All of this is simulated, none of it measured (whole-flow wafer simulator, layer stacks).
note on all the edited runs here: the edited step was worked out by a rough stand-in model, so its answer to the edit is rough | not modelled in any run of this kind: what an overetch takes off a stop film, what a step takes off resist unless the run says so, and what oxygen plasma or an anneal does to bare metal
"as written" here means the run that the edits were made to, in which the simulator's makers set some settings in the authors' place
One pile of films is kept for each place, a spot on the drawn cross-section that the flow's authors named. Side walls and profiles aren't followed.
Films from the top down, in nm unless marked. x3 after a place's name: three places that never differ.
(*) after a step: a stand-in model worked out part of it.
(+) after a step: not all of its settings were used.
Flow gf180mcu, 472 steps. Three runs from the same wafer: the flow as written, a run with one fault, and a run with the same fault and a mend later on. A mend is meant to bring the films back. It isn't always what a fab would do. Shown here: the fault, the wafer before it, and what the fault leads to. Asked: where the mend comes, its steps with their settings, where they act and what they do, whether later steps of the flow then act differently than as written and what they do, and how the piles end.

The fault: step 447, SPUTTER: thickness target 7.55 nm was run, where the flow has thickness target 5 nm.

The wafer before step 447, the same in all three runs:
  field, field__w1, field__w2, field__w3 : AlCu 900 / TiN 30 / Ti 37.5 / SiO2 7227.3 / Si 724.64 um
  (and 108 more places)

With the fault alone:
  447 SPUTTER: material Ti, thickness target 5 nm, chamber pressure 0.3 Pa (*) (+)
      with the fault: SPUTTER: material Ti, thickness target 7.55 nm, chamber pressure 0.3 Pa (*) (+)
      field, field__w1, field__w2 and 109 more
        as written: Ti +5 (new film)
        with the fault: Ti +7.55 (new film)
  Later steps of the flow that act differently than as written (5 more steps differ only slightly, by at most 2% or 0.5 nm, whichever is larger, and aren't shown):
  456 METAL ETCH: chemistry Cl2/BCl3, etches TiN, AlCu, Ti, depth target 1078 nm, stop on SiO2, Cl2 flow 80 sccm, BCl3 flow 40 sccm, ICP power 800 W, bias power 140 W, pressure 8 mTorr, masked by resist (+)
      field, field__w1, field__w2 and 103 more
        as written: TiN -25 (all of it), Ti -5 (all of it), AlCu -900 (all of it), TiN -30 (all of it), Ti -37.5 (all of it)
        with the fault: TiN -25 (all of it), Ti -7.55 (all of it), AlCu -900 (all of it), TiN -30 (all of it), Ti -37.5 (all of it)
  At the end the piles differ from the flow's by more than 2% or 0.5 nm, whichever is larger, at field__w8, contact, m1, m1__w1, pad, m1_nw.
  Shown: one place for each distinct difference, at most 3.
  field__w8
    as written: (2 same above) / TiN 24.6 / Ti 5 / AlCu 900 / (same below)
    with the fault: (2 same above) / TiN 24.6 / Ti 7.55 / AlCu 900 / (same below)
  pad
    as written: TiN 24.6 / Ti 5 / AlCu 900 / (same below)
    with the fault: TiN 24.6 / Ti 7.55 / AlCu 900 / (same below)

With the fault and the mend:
  The mend comes after step 447.
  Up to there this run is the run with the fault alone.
  447a METAL ETCH: chemistry Cl2/BCl3, etches TiN, AlCu, Ti, depth target 2.55 nm, Cl2 flow 80 sccm, BCl3 flow 40 sccm, ICP power 800 W, bias power 140 W, pressure 8 mTorr (the flow's step 260 once more, with other settings)
      field, field__w1, field__w2 and 109 more
        Ti -2.55
  No later step of the flow acts differently than as written at any place that is followed.
  At the end the piles are the same as the flow's at every place that both follow.
